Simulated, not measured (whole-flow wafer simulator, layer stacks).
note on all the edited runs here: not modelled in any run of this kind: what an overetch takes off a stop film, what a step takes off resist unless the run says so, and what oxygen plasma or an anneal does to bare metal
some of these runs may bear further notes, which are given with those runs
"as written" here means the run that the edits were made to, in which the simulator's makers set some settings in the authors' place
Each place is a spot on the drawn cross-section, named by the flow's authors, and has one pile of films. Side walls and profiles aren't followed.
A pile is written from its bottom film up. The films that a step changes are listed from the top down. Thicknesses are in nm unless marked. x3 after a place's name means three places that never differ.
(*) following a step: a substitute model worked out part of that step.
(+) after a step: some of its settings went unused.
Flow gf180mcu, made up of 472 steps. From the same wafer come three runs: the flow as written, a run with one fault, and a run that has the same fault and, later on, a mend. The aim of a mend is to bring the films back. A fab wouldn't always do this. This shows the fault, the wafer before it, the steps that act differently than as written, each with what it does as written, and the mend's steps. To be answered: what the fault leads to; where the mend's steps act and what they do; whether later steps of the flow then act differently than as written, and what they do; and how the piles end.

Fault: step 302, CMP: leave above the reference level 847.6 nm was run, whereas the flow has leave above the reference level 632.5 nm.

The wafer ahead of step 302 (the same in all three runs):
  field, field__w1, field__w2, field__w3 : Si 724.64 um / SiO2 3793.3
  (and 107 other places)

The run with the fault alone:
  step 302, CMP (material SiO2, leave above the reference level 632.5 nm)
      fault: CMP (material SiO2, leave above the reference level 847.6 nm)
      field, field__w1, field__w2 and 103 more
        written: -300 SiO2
        fault: -84.9 SiO2
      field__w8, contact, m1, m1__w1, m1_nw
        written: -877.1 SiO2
        fault: -662 SiO2
  Later steps of the flow acting differently than as written:
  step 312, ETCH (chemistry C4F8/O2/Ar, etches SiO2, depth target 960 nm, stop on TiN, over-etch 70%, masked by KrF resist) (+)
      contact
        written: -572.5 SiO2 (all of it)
        fault: -787.6 SiO2 (all of it)
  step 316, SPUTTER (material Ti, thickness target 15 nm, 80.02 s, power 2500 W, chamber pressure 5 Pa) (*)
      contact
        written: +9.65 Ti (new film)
        fault: +8.52 Ti (new film)
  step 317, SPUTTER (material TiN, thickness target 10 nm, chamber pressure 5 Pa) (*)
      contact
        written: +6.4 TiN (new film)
        fault: +5.65 TiN (new film)
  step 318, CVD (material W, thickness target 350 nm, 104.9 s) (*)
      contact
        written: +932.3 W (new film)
        fault: +1149.3 W (new film)
  By the end, the piles at field, field__w1, field__w2 and 109 more depart from the flow's by more than 2% or 0.5 nm, whichever is larger.
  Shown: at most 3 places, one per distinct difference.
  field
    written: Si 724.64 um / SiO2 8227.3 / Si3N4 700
    fault: Si 724.64 um / SiO2 8442.4 / Si3N4 700
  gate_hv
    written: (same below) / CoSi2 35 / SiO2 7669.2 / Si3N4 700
    fault: (same below) / CoSi2 35 / SiO2 7884.3 / Si3N4 700
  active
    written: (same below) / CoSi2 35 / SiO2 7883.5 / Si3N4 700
    fault: (same below) / CoSi2 35 / SiO2 8098.6 / Si3N4 700

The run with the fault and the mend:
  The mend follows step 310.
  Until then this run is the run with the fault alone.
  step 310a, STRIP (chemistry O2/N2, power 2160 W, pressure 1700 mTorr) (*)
      field, field__w1, field__w2 and 107 more
        -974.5 KrF resist (all of it), -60 anti-reflective coat (all of it)
      contact
        -60 anti-reflective coat (all of it)
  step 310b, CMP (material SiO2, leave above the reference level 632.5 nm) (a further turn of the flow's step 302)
      field, field__w1, field__w2 and 108 more
        -215.1 SiO2
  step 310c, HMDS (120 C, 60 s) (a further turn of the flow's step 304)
      leaves every film unchanged at each place that is followed
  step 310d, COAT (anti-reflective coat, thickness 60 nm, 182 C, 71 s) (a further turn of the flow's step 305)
      field, field__w1, field__w2 and 108 more
        +60 anti-reflective coat (new film)
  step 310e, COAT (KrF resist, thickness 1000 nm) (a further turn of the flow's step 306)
      field, field__w1, field__w2 and 108 more
        +1000 KrF resist (new film)
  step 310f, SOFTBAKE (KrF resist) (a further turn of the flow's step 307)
      leaves every film unchanged at each place that is followed
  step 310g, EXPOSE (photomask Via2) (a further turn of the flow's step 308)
      leaves every film unchanged at each place that is followed
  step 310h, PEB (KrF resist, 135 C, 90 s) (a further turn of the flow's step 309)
      field, field__w1, field__w2 and 108 more
        -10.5 KrF resist
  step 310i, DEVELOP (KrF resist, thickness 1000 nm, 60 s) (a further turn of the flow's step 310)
      field, field__w1, field__w2 and 107 more
        -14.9 KrF resist
      contact
        -989.5 KrF resist (all of it)
  None of the later steps of the flow acts differently than as written at any place that is followed.
  At every place that both follow, the piles at the end match the flow's.
